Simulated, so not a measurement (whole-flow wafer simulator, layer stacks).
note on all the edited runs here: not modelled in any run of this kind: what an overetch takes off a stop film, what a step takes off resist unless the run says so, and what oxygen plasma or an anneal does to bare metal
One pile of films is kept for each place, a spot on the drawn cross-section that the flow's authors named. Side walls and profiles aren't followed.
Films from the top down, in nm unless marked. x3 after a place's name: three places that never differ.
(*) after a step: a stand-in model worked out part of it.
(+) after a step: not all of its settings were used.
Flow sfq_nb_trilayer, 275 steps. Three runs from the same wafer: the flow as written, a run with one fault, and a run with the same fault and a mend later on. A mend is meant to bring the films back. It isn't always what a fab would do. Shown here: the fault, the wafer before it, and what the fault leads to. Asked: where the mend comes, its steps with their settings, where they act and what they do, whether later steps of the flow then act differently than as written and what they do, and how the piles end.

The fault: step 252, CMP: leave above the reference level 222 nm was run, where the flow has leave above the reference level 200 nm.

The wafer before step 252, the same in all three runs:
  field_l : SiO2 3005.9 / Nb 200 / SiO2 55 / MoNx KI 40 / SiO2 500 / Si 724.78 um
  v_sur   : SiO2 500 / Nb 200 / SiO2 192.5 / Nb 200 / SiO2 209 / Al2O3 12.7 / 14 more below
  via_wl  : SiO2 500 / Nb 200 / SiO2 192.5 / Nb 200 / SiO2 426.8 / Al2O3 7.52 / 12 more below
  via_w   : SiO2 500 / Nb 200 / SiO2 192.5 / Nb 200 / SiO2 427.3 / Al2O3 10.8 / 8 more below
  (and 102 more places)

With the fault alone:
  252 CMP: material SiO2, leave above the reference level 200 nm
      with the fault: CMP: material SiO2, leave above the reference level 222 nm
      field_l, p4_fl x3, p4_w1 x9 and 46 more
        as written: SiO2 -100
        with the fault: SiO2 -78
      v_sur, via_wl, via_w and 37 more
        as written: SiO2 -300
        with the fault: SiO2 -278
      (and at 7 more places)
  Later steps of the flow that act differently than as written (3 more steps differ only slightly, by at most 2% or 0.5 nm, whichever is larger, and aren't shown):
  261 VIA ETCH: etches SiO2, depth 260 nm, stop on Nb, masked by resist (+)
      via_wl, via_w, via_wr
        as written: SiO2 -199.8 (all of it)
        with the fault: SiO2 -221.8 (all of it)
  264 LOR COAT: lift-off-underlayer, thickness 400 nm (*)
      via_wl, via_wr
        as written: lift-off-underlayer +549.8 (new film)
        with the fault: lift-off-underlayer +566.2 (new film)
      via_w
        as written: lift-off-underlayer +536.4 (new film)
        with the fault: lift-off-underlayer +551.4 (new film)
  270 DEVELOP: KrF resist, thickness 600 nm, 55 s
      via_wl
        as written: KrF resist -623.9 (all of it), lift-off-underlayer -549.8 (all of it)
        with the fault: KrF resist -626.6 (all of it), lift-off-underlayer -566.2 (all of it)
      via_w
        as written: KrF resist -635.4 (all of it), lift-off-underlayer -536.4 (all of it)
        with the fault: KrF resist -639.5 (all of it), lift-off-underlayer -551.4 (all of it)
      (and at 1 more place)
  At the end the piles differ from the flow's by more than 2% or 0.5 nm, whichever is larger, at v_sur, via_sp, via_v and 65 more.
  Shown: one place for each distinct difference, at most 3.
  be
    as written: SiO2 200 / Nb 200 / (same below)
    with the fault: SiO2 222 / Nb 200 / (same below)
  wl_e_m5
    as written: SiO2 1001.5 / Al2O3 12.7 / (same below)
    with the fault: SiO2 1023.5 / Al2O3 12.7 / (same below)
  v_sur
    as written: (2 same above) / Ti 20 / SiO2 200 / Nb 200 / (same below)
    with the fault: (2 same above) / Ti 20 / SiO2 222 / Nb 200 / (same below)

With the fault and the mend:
  The mend comes after step 253.
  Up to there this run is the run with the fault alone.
  253a CMP: material SiO2, leave above the reference level 200 nm (the flow's step 252 once more)
      field_l, v_sur, via_wl and 103 more
        SiO2 -22
  No later step of the flow acts differently than as written at any place that is followed.
  At the end the piles are the same as the flow's at every place that both follow.
